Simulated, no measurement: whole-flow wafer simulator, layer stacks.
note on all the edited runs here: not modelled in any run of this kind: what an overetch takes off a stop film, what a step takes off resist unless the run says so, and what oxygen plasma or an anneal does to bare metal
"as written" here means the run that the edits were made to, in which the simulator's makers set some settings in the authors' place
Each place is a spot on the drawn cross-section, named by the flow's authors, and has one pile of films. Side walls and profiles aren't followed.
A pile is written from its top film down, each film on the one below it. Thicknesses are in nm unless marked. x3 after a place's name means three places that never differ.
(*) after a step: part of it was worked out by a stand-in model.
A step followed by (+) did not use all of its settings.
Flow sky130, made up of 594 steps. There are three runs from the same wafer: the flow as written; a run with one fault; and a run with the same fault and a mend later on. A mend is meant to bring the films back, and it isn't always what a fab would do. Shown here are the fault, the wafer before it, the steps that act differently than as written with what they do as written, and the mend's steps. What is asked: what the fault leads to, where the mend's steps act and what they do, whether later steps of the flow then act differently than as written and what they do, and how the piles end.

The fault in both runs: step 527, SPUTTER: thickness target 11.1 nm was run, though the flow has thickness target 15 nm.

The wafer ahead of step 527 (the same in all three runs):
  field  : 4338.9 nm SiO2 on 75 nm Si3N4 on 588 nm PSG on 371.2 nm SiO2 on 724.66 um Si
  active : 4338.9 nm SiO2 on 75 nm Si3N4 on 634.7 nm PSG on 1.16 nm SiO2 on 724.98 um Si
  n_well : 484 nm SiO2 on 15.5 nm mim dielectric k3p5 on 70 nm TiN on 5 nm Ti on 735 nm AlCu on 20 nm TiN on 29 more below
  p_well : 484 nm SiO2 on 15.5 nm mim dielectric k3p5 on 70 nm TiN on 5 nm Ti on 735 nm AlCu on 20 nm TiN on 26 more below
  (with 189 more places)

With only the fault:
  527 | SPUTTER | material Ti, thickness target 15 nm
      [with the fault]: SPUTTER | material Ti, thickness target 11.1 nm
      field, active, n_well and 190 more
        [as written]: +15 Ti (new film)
        [with the fault]: +11.1 Ti (new film)
  Steps later in the flow that act otherwise than as written (not shown: 19 more steps that differ only slightly, by at most 2% or 0.5 nm, whichever is larger):
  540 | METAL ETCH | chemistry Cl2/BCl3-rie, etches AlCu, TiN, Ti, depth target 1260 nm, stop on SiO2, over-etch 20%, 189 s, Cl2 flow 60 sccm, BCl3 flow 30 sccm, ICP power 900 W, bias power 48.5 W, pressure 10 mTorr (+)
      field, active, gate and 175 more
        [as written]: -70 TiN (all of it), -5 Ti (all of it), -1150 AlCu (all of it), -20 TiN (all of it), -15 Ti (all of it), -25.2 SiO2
        [with the fault]: -70 TiN (all of it), -5 Ti (all of it), -1150 AlCu (all of it), -20 TiN (all of it), -11.1 Ti (all of it), -25.6 SiO2
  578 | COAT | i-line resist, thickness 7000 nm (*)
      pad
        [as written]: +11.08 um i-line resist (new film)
        [with the fault]: +11.09 um i-line resist (new film)
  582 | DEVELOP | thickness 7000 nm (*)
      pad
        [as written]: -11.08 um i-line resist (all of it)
        [with the fault]: -11.09 um i-line resist (all of it)
  The piles end different from the flow's at n_well, p_well, sd_n and 12 more by more than 2% or 0.5 nm, whichever is larger.
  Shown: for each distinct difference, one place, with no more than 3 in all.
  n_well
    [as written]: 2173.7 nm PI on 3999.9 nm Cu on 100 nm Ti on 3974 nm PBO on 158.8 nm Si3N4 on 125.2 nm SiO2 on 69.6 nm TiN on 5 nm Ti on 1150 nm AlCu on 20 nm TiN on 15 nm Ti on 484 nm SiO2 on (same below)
    [with the fault]: 2174.1 nm PI on 3999.9 nm Cu on 100 nm Ti on 3976.8 nm PBO on 158.8 nm Si3N4 on 125.2 nm SiO2 on 69.6 nm TiN on 5 nm Ti on 1150 nm AlCu on 20 nm TiN on 11.1 nm Ti on 484 nm SiO2 on (same below)
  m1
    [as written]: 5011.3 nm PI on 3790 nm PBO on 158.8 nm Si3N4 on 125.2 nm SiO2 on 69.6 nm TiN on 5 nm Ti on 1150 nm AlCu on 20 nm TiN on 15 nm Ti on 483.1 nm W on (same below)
    [with the fault]: 5011.5 nm PI on 3793.2 nm PBO on 158.8 nm Si3N4 on 125.2 nm SiO2 on 69.6 nm TiN on 5 nm Ti on 1150 nm AlCu on 20 nm TiN on 11.1 nm Ti on 483.1 nm W on (same below)
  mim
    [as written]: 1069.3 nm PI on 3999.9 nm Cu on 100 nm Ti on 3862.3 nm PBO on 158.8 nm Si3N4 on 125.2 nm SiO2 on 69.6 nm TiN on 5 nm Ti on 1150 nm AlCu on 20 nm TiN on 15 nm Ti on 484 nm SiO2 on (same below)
    [with the fault]: 1069.7 nm PI on 3999.9 nm Cu on 100 nm Ti on 3865.3 nm PBO on 158.8 nm Si3N4 on 125.2 nm SiO2 on 69.6 nm TiN on 5 nm Ti on 1150 nm AlCu on 20 nm TiN on 11.1 nm Ti on 484 nm SiO2 on (same below)

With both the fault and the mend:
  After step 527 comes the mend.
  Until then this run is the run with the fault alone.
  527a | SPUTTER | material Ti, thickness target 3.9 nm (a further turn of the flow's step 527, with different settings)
      field, active, n_well and 190 more
        +3.9 Ti
  Every later step of the flow that is run acts as written at every place that is followed.
  At every place that both follow, the piles at the end match the flow's.
